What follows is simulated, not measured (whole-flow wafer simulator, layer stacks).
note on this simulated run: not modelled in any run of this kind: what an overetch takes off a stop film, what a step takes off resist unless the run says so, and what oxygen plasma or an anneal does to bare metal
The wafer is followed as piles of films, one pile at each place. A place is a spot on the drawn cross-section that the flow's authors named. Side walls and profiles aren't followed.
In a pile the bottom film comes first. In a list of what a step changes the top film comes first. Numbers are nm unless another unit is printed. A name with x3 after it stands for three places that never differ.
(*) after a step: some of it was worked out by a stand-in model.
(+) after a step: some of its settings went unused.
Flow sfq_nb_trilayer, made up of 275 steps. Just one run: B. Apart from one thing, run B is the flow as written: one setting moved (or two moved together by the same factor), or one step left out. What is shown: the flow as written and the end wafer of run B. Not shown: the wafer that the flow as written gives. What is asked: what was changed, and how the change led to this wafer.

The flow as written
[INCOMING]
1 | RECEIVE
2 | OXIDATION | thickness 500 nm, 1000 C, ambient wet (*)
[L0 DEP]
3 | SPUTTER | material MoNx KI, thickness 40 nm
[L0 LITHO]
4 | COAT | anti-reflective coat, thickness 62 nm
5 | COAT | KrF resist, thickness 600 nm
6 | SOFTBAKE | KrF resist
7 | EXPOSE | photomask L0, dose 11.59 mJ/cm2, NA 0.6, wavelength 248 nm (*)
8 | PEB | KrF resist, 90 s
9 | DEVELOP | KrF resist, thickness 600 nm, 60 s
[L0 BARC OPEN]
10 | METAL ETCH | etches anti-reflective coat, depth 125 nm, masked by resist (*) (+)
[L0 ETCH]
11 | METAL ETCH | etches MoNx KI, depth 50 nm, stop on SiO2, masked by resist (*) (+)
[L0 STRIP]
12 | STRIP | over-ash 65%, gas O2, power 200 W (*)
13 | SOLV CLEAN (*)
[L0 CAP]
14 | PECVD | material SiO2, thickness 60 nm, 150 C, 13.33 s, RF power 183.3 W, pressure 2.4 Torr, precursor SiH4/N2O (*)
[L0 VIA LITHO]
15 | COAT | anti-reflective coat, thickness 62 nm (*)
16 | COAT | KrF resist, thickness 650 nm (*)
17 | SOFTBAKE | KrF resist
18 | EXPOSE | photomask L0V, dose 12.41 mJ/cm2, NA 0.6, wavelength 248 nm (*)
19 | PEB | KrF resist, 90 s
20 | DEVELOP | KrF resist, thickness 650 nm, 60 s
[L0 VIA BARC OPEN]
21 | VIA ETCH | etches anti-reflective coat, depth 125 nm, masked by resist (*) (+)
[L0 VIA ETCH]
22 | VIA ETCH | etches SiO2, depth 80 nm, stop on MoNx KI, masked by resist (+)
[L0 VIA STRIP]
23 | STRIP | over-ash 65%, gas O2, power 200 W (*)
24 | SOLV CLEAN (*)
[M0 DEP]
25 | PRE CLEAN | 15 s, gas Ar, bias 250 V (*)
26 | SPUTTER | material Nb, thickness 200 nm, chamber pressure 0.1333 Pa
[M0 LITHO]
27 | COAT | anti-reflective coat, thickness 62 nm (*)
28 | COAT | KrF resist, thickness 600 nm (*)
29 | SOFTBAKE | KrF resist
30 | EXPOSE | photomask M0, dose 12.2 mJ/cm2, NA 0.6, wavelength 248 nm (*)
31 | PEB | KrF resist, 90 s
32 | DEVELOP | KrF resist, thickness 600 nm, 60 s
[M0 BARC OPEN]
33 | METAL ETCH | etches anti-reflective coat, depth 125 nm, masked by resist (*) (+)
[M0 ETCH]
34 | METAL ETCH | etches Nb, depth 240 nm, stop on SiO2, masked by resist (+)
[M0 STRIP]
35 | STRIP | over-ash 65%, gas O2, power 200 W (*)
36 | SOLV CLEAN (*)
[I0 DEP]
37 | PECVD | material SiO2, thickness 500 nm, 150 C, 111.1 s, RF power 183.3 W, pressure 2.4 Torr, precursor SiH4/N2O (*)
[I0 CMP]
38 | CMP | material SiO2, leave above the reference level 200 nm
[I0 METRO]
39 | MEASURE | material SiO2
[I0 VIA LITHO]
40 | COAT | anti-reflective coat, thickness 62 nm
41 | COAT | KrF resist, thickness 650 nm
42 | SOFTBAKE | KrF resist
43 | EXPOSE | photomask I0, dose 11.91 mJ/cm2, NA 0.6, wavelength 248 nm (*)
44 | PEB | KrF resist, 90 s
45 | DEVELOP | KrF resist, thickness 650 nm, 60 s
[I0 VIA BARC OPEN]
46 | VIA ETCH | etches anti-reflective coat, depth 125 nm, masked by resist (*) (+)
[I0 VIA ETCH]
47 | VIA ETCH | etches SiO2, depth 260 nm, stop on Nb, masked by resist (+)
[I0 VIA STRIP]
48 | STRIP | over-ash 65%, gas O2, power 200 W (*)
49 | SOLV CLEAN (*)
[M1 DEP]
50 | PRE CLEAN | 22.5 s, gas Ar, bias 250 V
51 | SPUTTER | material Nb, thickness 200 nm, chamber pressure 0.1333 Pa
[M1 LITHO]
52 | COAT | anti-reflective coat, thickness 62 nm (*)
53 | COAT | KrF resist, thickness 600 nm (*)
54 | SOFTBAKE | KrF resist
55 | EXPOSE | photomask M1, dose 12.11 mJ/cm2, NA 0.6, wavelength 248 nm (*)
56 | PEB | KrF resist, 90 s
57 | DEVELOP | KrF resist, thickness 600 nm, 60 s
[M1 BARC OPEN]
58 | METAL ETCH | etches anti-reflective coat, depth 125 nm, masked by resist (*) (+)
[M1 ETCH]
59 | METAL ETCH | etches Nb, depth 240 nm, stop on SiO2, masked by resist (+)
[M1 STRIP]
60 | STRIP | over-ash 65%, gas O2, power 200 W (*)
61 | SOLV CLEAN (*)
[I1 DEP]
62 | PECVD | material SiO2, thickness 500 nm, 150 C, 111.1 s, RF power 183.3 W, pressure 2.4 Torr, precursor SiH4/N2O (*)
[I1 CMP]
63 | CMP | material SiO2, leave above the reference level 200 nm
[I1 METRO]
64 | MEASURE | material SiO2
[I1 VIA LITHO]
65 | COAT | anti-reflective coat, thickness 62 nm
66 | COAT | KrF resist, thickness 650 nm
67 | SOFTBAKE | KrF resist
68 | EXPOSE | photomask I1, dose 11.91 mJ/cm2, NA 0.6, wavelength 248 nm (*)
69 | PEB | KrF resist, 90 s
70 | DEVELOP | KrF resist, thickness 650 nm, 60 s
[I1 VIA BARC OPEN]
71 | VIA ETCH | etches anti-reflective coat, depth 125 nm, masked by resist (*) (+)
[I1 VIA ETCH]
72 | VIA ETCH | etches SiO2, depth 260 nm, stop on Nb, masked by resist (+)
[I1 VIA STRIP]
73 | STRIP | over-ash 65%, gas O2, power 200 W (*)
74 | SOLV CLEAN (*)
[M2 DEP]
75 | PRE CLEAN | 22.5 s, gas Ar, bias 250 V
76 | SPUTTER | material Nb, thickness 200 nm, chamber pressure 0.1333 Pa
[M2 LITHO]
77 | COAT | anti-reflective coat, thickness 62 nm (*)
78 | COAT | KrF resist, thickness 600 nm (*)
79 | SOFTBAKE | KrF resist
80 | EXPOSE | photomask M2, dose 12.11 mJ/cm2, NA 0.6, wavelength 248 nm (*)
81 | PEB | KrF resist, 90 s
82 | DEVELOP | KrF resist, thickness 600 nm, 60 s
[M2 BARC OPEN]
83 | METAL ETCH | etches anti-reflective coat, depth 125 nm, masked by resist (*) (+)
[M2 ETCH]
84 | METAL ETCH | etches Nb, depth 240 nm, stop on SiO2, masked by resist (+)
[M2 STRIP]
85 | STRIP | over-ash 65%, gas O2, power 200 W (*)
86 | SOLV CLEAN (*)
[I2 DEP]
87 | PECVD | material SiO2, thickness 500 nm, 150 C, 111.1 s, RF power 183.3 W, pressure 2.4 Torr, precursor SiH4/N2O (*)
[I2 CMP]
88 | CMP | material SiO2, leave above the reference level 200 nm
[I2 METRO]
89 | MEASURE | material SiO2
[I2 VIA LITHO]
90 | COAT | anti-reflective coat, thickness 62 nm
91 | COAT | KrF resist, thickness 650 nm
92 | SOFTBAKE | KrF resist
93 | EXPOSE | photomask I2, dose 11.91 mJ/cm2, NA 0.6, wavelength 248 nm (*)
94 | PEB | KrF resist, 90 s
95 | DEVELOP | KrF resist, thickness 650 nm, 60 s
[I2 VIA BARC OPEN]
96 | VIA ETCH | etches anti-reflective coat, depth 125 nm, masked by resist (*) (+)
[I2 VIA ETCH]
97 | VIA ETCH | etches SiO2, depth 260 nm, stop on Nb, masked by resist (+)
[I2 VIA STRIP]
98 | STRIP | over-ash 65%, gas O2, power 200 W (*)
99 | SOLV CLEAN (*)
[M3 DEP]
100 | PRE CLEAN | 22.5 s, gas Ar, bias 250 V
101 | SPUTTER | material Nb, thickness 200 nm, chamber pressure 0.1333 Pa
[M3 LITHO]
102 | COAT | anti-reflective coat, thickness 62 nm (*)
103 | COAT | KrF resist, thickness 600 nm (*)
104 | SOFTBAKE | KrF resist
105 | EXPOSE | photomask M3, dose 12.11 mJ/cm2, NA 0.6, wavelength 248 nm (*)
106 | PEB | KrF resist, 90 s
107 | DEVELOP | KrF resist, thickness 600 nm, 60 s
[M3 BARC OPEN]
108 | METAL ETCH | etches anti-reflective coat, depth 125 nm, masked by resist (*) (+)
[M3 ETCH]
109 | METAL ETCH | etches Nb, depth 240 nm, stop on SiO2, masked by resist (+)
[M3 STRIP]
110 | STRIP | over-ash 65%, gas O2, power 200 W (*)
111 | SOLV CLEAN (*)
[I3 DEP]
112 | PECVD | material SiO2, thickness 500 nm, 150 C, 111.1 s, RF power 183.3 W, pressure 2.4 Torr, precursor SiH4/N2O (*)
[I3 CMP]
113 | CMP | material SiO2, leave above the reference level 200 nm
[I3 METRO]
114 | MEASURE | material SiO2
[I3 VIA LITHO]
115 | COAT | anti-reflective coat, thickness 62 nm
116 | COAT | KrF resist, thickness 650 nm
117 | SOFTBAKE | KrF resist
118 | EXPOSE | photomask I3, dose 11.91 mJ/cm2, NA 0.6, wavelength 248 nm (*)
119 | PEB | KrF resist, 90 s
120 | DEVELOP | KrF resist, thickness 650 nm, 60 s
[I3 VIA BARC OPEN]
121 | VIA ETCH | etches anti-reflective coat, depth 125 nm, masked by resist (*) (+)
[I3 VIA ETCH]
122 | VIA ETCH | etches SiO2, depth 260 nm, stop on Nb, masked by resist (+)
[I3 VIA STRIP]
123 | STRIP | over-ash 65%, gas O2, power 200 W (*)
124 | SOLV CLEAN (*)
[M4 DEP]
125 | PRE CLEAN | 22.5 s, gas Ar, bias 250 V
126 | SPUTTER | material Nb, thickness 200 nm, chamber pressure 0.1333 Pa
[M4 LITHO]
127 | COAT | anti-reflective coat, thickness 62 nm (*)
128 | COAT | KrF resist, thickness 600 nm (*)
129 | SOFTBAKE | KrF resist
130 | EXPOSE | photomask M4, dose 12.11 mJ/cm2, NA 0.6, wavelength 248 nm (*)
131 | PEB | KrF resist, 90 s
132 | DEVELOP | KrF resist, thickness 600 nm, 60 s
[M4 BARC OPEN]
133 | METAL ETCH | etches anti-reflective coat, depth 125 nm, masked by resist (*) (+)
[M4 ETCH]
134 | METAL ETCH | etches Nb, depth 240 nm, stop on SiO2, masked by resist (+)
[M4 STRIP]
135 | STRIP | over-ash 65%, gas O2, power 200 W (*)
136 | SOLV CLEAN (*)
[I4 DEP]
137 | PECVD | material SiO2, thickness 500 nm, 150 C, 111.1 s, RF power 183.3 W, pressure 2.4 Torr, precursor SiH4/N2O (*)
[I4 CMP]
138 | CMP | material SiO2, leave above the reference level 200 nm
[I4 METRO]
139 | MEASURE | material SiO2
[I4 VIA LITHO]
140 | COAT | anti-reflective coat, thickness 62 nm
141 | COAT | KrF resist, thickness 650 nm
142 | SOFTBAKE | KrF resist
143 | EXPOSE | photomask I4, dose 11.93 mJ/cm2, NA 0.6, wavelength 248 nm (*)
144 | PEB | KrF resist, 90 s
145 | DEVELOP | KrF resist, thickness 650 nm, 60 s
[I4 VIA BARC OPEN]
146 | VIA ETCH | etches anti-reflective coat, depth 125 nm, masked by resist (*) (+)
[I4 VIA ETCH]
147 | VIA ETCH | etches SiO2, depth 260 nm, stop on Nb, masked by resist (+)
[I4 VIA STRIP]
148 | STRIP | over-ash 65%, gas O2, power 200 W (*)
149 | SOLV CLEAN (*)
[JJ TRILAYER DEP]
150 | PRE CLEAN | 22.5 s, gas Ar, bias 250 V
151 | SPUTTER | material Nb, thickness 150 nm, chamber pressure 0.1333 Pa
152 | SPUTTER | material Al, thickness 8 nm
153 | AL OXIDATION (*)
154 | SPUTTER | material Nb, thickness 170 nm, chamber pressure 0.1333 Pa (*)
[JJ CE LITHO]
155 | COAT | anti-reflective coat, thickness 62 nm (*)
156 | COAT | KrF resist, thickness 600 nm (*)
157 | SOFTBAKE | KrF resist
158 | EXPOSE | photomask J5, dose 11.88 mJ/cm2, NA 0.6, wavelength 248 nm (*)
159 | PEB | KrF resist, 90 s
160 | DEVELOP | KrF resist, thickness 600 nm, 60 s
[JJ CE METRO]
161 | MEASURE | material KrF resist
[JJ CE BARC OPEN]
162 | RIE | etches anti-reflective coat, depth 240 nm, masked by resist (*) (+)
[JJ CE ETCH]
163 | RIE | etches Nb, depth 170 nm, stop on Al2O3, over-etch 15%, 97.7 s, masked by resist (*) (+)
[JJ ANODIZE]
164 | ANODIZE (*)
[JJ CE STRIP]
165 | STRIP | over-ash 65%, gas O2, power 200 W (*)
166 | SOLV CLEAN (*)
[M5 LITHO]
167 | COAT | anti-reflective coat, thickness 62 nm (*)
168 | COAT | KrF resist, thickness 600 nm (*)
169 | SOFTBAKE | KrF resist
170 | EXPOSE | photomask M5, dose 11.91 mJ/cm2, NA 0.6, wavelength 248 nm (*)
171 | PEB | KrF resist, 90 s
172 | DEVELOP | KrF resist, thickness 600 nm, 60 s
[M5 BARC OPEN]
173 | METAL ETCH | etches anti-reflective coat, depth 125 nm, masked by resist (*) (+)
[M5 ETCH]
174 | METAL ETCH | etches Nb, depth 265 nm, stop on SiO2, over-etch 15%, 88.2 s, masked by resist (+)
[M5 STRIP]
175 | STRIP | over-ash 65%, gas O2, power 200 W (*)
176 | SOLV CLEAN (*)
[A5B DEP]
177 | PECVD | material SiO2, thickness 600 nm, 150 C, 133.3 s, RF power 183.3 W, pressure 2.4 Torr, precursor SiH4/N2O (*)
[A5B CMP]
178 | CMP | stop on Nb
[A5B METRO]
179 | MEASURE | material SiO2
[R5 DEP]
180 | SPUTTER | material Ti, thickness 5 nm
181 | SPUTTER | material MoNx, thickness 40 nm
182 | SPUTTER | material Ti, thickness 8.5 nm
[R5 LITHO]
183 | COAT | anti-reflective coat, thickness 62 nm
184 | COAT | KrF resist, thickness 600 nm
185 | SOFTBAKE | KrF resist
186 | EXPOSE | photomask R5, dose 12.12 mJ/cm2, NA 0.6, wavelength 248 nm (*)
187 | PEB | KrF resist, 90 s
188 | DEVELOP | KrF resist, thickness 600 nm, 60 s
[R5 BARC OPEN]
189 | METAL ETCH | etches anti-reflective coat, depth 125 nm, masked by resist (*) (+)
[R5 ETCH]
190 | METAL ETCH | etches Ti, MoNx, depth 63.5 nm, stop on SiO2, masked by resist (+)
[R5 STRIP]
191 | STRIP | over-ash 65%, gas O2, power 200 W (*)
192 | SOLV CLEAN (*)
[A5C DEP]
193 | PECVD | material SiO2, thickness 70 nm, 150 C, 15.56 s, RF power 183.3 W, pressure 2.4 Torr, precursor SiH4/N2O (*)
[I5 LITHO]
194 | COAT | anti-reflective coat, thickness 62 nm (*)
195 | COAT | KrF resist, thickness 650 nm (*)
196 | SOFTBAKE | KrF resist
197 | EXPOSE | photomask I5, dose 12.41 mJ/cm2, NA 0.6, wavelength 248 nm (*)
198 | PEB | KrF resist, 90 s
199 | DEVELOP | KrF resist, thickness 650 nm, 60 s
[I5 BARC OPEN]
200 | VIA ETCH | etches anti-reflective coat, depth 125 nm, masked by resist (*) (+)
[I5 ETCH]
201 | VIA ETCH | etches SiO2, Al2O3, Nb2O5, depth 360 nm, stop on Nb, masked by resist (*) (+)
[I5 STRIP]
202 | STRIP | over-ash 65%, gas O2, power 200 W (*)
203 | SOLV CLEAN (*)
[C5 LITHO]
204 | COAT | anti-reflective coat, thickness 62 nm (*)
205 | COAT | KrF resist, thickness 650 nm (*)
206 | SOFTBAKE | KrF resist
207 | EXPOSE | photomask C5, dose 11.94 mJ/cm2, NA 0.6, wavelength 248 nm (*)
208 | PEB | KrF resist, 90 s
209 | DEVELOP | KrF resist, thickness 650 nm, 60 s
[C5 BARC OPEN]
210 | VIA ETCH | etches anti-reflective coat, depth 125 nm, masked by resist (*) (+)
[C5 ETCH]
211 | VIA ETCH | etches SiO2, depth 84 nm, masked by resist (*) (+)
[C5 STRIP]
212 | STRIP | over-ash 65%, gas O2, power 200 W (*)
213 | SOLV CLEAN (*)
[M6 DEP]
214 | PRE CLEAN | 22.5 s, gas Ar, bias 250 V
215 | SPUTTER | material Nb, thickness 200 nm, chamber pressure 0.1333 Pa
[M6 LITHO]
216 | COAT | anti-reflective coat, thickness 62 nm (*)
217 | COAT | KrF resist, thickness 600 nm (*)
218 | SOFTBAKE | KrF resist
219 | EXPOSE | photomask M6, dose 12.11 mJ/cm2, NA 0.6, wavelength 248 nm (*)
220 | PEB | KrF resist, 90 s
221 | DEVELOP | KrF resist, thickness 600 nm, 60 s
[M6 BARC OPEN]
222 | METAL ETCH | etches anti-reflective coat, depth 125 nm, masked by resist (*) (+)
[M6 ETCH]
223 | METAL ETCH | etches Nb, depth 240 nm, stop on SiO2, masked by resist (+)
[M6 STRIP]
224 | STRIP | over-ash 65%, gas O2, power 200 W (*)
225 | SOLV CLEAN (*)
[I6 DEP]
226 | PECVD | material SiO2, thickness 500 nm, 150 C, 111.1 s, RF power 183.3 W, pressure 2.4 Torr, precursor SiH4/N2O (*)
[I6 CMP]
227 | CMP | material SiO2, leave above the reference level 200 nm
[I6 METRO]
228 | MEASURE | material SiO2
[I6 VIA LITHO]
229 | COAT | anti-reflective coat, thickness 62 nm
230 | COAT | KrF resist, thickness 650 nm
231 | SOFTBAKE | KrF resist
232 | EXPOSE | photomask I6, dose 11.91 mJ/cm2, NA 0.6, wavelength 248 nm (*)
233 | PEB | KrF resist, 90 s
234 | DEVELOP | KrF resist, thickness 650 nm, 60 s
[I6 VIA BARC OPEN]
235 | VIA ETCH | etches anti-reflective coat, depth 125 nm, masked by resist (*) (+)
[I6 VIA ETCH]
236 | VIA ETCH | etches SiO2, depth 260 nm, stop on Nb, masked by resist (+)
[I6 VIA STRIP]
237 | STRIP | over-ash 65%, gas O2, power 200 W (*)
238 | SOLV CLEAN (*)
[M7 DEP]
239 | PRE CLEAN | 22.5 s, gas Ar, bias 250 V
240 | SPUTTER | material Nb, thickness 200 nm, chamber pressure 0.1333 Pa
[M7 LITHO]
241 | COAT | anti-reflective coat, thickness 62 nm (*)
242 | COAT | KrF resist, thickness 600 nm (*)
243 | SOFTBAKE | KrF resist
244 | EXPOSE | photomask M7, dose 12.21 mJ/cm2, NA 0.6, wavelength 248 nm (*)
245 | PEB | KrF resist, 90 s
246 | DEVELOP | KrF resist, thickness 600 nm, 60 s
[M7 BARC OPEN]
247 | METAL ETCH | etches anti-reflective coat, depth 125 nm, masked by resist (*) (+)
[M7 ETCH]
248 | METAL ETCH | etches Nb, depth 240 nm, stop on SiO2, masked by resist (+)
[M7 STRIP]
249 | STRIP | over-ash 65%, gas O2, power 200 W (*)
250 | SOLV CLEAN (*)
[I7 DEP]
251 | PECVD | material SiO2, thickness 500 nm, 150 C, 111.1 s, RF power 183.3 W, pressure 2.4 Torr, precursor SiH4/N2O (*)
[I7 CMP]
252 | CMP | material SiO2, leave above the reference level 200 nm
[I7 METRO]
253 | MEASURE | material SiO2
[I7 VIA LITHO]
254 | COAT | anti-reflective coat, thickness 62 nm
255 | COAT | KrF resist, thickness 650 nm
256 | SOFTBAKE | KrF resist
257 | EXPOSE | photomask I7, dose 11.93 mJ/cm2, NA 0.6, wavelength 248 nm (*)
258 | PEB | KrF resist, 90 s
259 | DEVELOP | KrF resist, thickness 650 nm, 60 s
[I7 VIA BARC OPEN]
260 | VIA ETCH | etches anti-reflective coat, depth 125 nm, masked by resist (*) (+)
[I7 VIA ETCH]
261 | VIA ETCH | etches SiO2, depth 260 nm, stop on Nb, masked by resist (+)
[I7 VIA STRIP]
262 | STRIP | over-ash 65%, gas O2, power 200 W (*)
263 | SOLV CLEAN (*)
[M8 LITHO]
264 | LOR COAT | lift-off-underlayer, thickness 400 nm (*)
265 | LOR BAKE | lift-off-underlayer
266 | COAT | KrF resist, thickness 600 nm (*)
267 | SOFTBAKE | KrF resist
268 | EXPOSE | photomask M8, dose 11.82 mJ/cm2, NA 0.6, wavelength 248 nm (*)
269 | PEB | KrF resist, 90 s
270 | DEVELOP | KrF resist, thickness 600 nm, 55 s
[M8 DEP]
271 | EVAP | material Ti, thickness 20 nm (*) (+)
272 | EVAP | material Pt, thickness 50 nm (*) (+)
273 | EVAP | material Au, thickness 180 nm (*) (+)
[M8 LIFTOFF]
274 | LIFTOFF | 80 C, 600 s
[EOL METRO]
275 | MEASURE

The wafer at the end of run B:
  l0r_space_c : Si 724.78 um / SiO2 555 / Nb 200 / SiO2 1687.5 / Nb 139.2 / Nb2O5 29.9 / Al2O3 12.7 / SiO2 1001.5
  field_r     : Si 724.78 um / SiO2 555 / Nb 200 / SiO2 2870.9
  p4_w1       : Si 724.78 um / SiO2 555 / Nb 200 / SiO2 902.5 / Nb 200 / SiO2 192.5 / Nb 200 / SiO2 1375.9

The reason: step 76, SPUTTER: thickness 125 nm was run, though the flow has thickness 200 nm.

How this came from the change, step by step:
  76 | SPUTTER | material Nb, thickness 200 nm, chamber pressure 0.1333 Pa
      field_l, v_sur, via_wl and 102 more: Nb gains 125 (new film) (it would be, as written: Nb gains 200 (new film))
      via_v: Nb gains 109.9 (it would be, as written: Nb gains 174.5)
  77 | COAT | anti-reflective coat, thickness 62 nm (*)
      via_v: anti-reflective coat gains 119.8 (new film) (it would be, as written: anti-reflective coat gains 123.1 (new film))
  84 | METAL ETCH | etches Nb, depth 240 nm, stop on SiO2, masked by resist (+)
      field_l, be, be_sur and 81 more: Nb loses 125 (all of it) (it would be, as written: Nb loses 200 (all of it))
      v_sur, via_wl, via_w and 19 more: KrF resist loses 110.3 (it would be, as written: KrF resist loses 141.2)
  85 | STRIP | over-ash 65%, gas O2, power 200 W (*)
      wl_j_sl, wl_jj, wl_j_sr and 12 more: KrF resist loses 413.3 (all of it), anti-reflective coat loses 62 (all of it) (it would be, as written: KrF resist loses 382.4 (all of it), anti-reflective coat loses 62 (all of it))
      v_sur: KrF resist loses 411 (all of it), anti-reflective coat loses 61.4 (all of it) (it would be, as written: KrF resist loses 380 (all of it), anti-reflective coat loses 61.4 (all of it))
      (also at 6 further places)
  87 | PECVD | material SiO2, thickness 500 nm, 150 C, 111.1 s, RF power 183.3 W, pressure 2.4 Torr, precursor SiH4/N2O (*)
      via_v: SiO2 gains 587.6 (new film) (it would be, as written: SiO2 gains 606 (new film))
  88 | CMP | material SiO2, leave above the reference level 200 nm
      field_l, be, be_sur and 81 more: SiO2 loses 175 (it would be, as written: SiO2 loses 100)
      via_v: SiO2 loses 173.5 (it would be, as written: SiO2 loses 181.6)
